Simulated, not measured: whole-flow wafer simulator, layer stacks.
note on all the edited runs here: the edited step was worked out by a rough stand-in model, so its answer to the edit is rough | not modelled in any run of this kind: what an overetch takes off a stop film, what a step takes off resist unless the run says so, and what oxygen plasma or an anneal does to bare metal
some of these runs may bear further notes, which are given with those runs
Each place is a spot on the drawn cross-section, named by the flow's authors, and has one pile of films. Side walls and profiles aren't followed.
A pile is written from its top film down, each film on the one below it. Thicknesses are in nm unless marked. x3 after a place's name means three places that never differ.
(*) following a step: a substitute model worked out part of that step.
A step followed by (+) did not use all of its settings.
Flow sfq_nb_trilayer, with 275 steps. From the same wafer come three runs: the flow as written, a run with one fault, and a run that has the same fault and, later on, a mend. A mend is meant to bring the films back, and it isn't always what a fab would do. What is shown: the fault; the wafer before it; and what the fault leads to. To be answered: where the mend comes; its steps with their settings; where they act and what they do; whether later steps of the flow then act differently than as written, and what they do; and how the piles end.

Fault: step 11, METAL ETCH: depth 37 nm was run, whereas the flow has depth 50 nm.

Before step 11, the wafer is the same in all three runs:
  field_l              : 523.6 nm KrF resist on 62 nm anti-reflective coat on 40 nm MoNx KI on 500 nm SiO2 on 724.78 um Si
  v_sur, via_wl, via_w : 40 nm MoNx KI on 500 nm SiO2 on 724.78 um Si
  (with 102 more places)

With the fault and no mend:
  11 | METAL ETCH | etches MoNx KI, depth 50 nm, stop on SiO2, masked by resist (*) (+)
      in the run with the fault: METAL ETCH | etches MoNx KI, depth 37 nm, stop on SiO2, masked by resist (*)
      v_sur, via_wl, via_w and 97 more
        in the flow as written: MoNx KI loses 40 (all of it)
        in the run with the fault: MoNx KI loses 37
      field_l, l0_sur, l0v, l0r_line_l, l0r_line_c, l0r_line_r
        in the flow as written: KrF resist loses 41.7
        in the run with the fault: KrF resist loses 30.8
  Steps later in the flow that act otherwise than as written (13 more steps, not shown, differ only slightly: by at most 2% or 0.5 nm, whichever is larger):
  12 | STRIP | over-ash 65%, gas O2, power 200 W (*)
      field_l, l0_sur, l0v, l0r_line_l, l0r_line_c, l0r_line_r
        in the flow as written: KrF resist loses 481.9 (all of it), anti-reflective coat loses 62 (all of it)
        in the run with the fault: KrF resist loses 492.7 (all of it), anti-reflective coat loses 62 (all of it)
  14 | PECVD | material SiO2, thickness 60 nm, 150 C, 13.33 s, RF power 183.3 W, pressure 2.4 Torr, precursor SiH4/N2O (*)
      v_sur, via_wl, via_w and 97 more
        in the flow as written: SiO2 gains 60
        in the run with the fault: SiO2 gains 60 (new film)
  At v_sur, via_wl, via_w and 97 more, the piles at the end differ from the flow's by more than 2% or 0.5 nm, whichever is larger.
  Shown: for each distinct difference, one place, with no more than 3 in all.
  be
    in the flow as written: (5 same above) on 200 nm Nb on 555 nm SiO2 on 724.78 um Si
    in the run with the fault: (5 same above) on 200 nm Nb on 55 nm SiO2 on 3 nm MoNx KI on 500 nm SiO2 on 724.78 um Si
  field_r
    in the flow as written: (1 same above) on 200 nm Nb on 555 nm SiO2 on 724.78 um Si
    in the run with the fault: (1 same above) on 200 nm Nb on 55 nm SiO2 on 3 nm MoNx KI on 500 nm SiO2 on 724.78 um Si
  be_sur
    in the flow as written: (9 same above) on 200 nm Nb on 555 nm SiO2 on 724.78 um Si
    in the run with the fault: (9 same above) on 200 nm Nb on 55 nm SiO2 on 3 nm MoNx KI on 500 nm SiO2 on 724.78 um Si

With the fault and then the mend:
  After step 12 comes the mend.
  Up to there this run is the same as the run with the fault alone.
  12a | COAT | anti-reflective coat, thickness 62 nm (*) (the flow's step 4 again)
      p4_fl x3, p4_w1 x9, p4_g1 x2 and 59 more
        anti-reflective coat gains 62 (new film)
      be, be_sur, gap and 10 more
        anti-reflective coat gains 63.6 (new film)
      via_v, wire, field_r, lsp_l
        anti-reflective coat gains 63.7 (new film)
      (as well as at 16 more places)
  12b | COAT | KrF resist, thickness 600 nm (*) (the flow's step 5 again)
      p4_fl x3, p4_w1 x9, p4_g1 x2 and 59 more
        KrF resist gains 600 (new film)
      ce_l, c5j, ce_r, sp_r, be_r, r_sur
        KrF resist gains 606.2 (new film)
      gap, jj_sur, res
        KrF resist gains 606.3 (new film)
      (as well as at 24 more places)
  12c | SOFTBAKE | KrF resist (the flow's step 6 again)
      alters no film at any place that is followed
  12d | EXPOSE | photomask L0, dose 11.59 mJ/cm2, NA 0.6, wavelength 248 nm (*) (the flow's step 7 again)
      alters no film at any place that is followed
  12e | PEB | KrF resist, 90 s (the flow's step 8 again)
      p4_fl x3, p4_w1 x9, p4_g1 x2 and 62 more
        KrF resist loses 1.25
      v_sur, via_w, via_wr and 21 more
        KrF resist loses 1.27
      field_l, l0_sur
        KrF resist loses 1.24
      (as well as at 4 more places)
  12f | DEVELOP | KrF resist, thickness 600 nm, 60 s (the flow's step 9 again)
      p4_fl x3, p4_w1 x9, p4_g1 x2 and 59 more
        KrF resist loses 598.7 (all of it)
      gap, jj_sur, ce_l, c5j, ce_r, be_r, r_sur, res
        KrF resist loses 605 (all of it)
      field_l, l0_sur, l0v, l0r_line_l, l0r_line_c, l0r_line_r
        KrF resist loses 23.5
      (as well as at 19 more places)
  12g | METAL ETCH | etches anti-reflective coat, depth 125 nm, masked by resist (*) (+) (the flow's step 10 again)
      p4_fl x3, p4_w1 x9, p4_g1 x2 and 59 more
        anti-reflective coat loses 62 (all of it)
      be, be_sur, gap and 10 more
        anti-reflective coat loses 63.6 (all of it)
      field_l, l0_sur, l0v, l0r_line_l, l0r_line_c, l0r_line_r
        KrF resist loses 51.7
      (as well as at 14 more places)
  12h | METAL ETCH | etches MoNx KI, depth 13 nm, stop on SiO2, masked by resist (+) (the flow's step 11 again, with other settings)
      v_sur, via_wl, via_w and 97 more
        MoNx KI loses 3 (all of it)
      field_l, l0_sur, l0v, l0r_line_l, l0r_line_c, l0r_line_r
        KrF resist loses 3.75
  12i | STRIP | over-ash 65%, gas O2, power 200 W (*) (the flow's step 12 again)
      l0r_line_l, l0r_line_c, l0r_line_r
        KrF resist loses 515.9 (all of it), anti-reflective coat loses 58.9 (all of it)
      field_l
        KrF resist loses 511.2 (all of it), anti-reflective coat loses 56.8 (all of it)
      l0_sur
        KrF resist loses 512.8 (all of it), anti-reflective coat loses 54.2 (all of it)
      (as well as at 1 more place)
  Every later step of the flow that is run acts as written at every place that is followed.
  The piles end the same as the flow's at every place that both follow.
